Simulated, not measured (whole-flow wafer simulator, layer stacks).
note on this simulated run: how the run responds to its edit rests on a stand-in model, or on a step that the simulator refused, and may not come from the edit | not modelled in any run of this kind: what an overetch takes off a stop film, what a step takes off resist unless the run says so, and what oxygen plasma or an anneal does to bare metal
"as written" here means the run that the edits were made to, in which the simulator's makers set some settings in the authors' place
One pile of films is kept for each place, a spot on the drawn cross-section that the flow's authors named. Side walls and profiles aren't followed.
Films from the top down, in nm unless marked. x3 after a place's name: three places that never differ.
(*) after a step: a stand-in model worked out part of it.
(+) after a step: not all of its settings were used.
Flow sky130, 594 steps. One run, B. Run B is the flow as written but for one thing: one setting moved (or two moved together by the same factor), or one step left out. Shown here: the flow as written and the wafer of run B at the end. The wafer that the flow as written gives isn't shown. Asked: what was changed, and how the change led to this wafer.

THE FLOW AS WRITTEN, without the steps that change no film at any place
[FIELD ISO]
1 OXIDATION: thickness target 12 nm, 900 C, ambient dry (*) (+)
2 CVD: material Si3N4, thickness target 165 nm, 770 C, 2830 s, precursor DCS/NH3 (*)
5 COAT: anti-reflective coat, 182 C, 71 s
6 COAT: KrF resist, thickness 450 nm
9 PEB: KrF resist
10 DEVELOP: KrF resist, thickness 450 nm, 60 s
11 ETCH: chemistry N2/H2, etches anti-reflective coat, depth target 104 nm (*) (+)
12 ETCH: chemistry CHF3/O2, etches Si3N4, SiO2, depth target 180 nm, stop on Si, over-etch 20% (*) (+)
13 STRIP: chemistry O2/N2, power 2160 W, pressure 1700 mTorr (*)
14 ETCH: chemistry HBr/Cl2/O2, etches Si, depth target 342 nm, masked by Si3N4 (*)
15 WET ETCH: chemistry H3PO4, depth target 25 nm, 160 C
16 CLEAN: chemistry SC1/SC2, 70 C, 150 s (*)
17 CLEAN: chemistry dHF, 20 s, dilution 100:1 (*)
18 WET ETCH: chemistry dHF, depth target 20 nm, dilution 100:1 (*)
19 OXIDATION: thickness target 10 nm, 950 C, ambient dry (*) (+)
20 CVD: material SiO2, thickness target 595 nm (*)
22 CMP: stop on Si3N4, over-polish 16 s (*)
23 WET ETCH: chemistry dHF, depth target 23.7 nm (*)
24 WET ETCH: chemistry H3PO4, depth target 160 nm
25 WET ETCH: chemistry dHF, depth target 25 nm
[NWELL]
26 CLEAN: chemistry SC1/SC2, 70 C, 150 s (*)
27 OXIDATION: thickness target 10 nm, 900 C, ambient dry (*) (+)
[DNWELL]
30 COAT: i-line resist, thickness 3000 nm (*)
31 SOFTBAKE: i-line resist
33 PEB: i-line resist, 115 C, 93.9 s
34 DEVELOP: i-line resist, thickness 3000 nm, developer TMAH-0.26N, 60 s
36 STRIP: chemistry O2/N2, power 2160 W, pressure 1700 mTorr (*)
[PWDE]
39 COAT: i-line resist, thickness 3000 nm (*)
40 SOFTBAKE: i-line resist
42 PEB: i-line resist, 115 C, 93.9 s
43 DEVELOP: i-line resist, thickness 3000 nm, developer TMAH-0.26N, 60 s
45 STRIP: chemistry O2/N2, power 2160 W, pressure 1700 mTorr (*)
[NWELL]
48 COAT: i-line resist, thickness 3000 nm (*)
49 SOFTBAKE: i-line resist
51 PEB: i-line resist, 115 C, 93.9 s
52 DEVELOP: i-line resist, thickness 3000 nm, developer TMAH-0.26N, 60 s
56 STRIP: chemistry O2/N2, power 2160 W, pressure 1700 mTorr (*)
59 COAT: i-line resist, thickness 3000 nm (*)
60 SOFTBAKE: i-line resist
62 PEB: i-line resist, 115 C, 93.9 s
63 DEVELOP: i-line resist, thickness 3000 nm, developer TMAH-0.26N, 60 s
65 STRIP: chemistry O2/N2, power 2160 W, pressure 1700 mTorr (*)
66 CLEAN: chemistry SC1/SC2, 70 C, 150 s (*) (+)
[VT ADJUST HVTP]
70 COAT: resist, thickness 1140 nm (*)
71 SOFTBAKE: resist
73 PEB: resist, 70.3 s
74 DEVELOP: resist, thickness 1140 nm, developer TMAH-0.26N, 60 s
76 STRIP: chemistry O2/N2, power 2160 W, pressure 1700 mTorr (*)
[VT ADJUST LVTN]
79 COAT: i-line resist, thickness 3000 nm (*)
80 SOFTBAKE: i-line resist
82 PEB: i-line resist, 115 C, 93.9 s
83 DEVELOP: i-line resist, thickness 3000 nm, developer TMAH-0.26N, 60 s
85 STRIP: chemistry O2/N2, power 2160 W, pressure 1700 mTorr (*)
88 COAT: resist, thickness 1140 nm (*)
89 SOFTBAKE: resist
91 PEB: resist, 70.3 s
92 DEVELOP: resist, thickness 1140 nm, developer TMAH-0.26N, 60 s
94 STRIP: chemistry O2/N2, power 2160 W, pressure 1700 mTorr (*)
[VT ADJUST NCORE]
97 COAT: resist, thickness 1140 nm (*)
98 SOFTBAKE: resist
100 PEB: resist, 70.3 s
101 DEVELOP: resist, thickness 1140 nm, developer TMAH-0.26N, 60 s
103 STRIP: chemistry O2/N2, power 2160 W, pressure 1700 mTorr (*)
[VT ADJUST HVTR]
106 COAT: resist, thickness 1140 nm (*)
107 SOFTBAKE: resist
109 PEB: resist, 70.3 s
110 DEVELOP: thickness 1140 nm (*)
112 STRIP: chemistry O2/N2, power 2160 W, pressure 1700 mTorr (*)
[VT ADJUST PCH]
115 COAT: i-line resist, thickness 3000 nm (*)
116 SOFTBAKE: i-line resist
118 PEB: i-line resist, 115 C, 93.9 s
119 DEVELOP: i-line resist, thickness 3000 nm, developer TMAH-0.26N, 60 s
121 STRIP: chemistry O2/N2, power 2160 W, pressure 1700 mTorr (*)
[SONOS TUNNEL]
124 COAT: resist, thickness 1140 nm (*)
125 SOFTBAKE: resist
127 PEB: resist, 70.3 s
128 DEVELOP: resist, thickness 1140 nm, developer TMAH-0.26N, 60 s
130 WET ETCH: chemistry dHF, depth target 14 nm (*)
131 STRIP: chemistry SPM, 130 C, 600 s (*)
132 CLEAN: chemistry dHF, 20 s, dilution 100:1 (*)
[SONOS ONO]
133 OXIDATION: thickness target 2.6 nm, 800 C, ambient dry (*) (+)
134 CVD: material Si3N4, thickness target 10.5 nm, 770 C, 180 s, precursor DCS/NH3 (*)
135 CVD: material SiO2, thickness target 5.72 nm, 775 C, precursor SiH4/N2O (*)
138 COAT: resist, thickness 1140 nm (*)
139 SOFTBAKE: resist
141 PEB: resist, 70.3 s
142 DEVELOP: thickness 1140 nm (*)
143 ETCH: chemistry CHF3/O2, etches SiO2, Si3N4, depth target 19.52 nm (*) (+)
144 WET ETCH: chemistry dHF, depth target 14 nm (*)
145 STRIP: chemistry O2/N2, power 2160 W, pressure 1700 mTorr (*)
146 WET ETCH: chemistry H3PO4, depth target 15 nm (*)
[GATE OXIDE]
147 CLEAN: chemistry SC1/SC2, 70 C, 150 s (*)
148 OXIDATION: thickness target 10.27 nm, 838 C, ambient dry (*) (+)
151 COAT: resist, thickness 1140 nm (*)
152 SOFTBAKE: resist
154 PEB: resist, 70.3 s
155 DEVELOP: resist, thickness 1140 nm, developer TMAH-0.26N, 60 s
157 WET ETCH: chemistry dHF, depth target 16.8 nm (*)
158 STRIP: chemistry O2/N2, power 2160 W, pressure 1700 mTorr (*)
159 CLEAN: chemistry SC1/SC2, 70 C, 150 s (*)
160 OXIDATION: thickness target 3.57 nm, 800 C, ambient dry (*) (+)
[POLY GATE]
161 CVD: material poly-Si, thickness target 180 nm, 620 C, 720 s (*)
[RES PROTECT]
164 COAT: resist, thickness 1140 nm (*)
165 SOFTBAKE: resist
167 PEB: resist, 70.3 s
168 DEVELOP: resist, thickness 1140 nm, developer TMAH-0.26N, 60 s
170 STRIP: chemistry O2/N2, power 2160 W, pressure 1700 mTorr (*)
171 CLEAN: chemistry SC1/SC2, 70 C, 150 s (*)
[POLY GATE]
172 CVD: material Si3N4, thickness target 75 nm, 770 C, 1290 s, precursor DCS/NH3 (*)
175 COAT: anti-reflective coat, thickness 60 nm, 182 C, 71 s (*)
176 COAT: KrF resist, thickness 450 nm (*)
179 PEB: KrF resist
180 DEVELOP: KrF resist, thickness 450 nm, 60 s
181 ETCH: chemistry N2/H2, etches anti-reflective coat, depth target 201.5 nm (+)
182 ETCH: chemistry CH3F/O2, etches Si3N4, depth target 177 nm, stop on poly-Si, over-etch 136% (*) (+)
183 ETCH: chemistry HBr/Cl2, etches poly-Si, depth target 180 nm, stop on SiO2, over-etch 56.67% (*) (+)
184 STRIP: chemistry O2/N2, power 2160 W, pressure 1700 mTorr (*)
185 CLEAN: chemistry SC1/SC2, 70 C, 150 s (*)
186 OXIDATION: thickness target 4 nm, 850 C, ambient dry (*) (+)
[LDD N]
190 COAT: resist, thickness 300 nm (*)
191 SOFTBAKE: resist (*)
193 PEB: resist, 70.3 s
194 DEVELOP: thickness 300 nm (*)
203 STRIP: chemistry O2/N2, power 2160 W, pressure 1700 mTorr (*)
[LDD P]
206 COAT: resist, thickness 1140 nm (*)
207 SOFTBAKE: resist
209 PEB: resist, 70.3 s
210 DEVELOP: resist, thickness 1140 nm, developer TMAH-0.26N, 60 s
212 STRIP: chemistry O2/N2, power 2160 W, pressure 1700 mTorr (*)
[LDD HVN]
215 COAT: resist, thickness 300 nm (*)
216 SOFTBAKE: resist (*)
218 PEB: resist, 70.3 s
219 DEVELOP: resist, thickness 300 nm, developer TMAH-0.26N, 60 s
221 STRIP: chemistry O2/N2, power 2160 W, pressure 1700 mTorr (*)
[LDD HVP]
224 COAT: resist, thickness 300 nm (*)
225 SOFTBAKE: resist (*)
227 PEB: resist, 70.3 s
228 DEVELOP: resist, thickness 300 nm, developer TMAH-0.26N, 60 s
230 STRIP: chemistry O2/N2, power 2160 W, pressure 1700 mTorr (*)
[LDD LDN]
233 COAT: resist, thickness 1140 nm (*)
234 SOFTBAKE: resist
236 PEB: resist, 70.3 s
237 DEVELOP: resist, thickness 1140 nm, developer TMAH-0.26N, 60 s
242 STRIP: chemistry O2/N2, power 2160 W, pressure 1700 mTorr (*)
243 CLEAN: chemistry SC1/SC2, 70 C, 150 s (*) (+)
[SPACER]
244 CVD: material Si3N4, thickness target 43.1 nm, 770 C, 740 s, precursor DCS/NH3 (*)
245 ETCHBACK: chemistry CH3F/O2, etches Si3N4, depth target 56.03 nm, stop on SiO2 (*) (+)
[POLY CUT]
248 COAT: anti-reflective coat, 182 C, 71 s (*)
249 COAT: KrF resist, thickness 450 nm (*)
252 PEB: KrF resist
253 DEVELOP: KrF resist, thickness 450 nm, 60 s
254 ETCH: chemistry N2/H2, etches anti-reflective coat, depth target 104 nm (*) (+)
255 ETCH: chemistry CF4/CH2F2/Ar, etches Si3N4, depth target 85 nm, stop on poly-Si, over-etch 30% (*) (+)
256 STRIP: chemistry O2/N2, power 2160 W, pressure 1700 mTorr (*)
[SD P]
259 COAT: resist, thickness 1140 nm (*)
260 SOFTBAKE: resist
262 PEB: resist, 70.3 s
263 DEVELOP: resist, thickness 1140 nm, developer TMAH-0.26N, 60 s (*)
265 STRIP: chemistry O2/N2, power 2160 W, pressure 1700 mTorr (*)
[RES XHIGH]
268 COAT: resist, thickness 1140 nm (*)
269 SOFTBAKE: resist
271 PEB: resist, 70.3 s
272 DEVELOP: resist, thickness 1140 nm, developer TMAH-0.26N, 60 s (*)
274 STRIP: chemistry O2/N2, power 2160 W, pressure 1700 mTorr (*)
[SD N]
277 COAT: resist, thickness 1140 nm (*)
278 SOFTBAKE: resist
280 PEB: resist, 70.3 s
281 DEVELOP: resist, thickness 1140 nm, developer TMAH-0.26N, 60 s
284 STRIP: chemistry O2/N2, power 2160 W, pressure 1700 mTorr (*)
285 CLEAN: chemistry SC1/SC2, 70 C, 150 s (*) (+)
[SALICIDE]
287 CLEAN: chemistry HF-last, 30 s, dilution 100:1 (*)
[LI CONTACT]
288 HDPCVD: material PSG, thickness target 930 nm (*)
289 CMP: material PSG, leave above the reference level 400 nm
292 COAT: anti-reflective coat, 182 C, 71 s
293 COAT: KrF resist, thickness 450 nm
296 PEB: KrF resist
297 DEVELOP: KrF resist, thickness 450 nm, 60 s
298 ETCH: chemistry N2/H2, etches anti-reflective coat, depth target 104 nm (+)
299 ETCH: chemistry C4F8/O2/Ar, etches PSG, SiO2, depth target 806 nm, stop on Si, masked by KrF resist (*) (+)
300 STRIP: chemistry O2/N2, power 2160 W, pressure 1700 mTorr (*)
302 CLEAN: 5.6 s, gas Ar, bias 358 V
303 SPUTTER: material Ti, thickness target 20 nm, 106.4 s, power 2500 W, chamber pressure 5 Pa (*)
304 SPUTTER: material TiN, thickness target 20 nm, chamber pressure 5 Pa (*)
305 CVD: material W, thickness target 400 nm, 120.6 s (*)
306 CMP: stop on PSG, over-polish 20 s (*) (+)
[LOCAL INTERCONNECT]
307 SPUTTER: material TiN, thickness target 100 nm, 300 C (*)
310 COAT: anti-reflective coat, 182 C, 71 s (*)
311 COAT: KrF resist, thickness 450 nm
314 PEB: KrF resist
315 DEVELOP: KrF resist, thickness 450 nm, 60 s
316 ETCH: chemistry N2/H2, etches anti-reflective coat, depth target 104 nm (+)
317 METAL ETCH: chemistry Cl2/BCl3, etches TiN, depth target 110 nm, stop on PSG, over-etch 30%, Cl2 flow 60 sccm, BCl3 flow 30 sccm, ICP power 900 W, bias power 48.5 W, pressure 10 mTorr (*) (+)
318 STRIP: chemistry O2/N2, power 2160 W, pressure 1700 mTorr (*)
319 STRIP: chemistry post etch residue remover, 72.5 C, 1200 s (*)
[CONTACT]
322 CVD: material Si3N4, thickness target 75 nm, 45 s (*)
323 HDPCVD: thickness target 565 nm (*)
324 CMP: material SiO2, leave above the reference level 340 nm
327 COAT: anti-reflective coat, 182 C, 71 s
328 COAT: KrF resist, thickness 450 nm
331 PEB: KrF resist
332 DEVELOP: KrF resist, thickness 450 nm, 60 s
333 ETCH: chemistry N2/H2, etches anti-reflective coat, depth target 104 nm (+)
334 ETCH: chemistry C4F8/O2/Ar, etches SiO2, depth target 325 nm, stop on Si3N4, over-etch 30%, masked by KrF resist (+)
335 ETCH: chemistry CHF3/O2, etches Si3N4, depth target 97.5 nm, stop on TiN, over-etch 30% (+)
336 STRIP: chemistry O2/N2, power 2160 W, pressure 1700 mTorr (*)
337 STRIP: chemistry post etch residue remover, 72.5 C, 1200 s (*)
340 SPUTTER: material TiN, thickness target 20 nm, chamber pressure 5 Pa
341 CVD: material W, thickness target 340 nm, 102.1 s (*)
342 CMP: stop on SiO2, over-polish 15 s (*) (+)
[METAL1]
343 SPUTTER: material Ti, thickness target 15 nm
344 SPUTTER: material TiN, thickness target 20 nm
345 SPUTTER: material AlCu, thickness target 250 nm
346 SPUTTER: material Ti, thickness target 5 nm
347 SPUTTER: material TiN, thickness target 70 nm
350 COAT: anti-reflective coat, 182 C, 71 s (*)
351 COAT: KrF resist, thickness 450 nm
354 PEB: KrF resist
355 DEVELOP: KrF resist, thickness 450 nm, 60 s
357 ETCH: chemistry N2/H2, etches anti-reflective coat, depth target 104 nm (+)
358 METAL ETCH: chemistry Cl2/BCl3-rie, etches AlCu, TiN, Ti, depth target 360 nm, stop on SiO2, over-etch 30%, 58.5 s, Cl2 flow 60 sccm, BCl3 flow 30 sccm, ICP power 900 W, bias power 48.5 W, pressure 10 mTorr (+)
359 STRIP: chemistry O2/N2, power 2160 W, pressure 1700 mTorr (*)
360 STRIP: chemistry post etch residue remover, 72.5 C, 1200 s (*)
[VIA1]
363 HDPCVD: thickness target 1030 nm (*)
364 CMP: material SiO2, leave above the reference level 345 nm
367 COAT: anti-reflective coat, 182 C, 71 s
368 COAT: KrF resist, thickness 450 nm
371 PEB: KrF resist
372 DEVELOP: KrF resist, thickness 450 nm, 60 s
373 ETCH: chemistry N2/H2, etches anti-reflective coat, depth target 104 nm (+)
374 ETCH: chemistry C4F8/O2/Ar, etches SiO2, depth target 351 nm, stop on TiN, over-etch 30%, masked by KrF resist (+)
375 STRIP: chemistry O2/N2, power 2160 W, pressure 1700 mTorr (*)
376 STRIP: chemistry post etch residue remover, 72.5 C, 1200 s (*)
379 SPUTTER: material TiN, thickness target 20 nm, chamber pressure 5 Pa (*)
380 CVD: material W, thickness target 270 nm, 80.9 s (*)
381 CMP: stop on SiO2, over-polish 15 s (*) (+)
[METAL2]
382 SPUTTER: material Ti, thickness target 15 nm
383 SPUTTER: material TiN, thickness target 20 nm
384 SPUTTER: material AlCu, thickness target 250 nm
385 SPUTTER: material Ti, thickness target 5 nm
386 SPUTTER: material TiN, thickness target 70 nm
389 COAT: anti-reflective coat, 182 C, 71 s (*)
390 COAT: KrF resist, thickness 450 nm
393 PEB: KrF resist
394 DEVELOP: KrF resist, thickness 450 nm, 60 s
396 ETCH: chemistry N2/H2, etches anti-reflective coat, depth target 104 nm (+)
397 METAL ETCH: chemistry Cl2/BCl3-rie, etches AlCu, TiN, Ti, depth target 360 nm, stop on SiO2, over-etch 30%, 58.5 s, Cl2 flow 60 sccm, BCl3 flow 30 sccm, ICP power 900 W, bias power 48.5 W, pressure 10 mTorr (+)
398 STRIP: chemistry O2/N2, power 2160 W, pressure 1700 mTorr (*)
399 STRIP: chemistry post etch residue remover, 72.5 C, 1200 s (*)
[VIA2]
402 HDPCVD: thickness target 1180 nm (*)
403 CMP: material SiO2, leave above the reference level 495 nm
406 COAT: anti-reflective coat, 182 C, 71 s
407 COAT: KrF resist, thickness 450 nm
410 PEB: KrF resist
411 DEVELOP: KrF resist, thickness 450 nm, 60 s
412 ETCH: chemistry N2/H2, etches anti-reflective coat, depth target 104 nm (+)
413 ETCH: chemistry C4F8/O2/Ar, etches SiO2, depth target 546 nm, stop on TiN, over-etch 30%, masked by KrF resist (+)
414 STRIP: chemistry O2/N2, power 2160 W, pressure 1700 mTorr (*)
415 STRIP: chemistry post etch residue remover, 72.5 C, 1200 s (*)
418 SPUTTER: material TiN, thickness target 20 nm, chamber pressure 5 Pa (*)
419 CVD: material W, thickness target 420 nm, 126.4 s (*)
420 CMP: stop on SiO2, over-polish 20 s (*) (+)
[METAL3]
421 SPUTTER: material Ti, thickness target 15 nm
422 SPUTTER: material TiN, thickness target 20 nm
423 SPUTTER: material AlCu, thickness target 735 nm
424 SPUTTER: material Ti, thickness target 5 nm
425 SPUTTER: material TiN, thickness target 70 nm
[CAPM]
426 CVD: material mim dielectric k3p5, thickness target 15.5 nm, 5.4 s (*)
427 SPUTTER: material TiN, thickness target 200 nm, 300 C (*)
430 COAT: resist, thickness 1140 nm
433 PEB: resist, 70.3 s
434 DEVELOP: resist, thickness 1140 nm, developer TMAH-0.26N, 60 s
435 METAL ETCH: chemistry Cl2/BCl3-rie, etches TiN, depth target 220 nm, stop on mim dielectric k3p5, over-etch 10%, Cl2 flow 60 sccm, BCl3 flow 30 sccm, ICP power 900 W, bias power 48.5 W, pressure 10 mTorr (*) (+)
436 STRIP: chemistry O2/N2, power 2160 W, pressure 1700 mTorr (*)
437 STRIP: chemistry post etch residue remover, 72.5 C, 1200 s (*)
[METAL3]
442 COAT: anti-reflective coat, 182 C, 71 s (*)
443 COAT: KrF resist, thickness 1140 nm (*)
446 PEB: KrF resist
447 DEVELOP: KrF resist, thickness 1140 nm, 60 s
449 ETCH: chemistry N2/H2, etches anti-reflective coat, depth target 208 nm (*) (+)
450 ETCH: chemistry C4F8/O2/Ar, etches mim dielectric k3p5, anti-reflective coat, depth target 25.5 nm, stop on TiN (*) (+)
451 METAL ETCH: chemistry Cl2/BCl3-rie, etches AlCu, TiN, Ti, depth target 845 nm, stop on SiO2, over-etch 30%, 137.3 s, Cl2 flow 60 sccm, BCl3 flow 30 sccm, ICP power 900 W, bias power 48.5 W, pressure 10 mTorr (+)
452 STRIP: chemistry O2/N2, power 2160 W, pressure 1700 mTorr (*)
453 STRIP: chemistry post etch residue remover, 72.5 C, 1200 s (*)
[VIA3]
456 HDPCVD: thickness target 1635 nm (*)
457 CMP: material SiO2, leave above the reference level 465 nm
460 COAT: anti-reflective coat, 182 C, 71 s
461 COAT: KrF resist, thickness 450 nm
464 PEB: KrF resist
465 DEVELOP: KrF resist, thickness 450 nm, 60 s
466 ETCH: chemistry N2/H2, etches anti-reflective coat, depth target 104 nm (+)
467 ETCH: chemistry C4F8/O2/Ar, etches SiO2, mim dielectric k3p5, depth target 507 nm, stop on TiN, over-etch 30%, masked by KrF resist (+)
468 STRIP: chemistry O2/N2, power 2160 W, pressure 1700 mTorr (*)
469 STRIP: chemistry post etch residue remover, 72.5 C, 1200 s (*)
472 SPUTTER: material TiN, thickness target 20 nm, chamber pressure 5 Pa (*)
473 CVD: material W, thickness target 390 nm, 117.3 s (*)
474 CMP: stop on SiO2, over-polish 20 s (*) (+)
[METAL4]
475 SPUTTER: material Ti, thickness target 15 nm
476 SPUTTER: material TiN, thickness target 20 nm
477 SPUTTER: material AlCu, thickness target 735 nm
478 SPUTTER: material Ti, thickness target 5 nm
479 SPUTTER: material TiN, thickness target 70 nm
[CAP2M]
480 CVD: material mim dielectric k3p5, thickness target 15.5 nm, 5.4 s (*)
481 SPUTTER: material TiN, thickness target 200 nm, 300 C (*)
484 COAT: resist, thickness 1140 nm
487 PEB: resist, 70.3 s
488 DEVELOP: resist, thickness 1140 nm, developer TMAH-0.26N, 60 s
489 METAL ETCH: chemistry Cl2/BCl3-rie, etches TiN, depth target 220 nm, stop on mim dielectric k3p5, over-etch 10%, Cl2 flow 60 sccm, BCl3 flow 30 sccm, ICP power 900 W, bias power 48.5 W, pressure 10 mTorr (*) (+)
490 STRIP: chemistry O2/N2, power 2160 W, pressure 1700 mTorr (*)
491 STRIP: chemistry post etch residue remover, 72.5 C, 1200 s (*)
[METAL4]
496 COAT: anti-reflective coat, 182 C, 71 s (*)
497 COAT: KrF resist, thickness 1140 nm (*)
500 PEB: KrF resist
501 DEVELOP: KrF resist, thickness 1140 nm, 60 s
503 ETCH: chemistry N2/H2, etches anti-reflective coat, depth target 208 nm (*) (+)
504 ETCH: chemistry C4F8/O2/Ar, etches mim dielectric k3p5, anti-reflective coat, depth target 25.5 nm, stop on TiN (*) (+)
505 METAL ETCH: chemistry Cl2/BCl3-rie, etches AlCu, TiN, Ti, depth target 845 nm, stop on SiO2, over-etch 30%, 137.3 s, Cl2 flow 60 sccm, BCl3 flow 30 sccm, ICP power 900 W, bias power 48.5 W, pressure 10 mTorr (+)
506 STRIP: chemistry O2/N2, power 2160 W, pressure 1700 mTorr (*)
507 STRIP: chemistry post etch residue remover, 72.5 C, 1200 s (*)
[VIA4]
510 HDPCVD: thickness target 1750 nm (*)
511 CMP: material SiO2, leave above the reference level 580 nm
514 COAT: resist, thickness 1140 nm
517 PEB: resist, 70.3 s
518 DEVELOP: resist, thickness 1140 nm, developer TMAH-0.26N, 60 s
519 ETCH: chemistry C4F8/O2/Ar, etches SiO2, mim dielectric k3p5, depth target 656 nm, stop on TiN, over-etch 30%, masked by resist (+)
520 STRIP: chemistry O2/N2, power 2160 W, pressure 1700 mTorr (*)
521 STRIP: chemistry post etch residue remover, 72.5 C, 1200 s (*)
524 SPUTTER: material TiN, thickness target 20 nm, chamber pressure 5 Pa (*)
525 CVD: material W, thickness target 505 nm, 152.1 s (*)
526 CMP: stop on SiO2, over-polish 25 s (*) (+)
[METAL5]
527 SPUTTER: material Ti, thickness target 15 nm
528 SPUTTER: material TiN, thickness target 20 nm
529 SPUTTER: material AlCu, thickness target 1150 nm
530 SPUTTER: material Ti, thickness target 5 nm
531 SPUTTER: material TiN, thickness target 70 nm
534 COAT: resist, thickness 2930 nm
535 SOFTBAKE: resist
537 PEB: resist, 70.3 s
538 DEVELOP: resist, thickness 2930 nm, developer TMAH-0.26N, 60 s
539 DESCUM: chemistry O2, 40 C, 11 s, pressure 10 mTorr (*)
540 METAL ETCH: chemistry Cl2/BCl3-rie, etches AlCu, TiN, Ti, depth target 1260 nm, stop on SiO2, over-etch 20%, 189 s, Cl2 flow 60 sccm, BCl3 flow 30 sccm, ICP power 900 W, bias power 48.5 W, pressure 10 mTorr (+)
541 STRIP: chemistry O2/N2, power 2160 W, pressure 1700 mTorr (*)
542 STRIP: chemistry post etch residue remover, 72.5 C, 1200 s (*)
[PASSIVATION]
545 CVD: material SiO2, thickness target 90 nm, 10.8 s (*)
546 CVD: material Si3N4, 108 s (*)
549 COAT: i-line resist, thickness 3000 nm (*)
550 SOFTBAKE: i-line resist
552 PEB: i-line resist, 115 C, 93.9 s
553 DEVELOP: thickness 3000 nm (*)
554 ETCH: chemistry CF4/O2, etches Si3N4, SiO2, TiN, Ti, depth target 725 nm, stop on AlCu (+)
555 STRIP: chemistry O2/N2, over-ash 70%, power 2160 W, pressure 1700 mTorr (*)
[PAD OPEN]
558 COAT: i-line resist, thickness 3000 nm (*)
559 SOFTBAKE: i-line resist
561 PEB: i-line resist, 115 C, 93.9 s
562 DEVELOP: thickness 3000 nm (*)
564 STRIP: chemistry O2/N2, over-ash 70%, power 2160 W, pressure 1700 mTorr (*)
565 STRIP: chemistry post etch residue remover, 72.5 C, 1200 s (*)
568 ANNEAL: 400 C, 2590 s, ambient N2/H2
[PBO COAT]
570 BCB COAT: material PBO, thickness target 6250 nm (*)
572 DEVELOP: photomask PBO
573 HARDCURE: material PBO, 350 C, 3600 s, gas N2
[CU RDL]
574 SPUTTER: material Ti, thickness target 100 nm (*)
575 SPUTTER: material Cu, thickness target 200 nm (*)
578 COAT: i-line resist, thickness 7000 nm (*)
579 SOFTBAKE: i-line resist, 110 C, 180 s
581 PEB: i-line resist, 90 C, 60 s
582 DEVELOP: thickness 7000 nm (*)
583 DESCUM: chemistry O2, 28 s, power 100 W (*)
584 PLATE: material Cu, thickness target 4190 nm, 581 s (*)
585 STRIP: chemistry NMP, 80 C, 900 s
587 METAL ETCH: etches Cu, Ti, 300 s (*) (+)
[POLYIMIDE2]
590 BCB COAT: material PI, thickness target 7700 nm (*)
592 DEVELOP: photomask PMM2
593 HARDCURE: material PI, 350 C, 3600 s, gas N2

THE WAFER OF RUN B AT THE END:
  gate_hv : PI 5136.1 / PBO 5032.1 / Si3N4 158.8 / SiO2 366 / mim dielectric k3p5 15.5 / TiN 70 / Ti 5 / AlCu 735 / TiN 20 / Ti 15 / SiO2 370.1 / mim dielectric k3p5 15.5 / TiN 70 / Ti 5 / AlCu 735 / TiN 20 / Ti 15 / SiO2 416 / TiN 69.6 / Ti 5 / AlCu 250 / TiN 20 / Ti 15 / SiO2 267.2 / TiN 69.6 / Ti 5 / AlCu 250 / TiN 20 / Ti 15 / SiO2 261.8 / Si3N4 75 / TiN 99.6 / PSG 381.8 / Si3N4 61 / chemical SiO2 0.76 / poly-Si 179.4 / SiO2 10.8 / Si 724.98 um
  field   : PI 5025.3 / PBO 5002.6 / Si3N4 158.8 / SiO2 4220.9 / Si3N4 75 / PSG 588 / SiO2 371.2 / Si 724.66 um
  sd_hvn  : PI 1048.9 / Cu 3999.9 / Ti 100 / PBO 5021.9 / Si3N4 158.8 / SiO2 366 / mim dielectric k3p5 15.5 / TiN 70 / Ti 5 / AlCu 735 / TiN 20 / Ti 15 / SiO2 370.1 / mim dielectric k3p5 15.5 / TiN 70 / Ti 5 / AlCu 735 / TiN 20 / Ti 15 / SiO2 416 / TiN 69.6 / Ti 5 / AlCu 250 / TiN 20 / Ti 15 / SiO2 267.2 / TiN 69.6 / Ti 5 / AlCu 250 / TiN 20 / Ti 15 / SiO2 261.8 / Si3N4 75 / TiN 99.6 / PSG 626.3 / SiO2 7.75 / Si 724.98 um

The cause: step 511, CMP: leave above the reference level 362 nm was run, where the flow has leave above the reference level 580 nm.

How the change led to this, step by step:
  511 CMP: material SiO2, leave above the reference level 580 nm
      n_well, p_well, gate_hv and 99 more: SiO2 -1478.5 (as written it would be: SiO2 -1260.5)
      field, active, gate and 77 more: SiO2 -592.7 (as written it would be: SiO2 -374.7)
      (and at 11 more places)
  519 ETCH: chemistry C4F8/O2/Ar, etches SiO2, mim dielectric k3p5, depth target 656 nm, stop on TiN, over-etch 30%, masked by resist (+)
      field, active, n_well and 188 more: resist -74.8 (as written it would be: resist -131.2)
      m1: SiO2 -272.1 (all of it), mim dielectric k3p5 -15.5 (all of it) (as written it would be: SiO2 -490.1 (all of it), mim dielectric k3p5 -15.5 (all of it))
      (and at 1 more place)
  520 STRIP: chemistry O2/N2, power 2160 W, pressure 1700 mTorr (*)
      field, active, n_well and 188 more: resist -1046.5 (all of it) (as written it would be: resist -990.1 (all of it))
  524 SPUTTER: material TiN, thickness target 20 nm, chamber pressure 5 Pa (*)
      m1, via4_hole: TiN +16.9 (as written it would be: TiN +15.3)
  525 CVD: material W, thickness target 505 nm, 152.1 s (*)
      m1: W +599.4 (new film) (as written it would be: W +1015.8 (new film))
      via4_hole: W +600.5 (new film) (as written it would be: W +1015.2 (new film))
  526 CMP: stop on SiO2, over-polish 25 s (*) (+)
      m1: W -335.9 (as written it would be: W -532.7)
      via4_hole: W -337.7 (as written it would be: W -532.7)
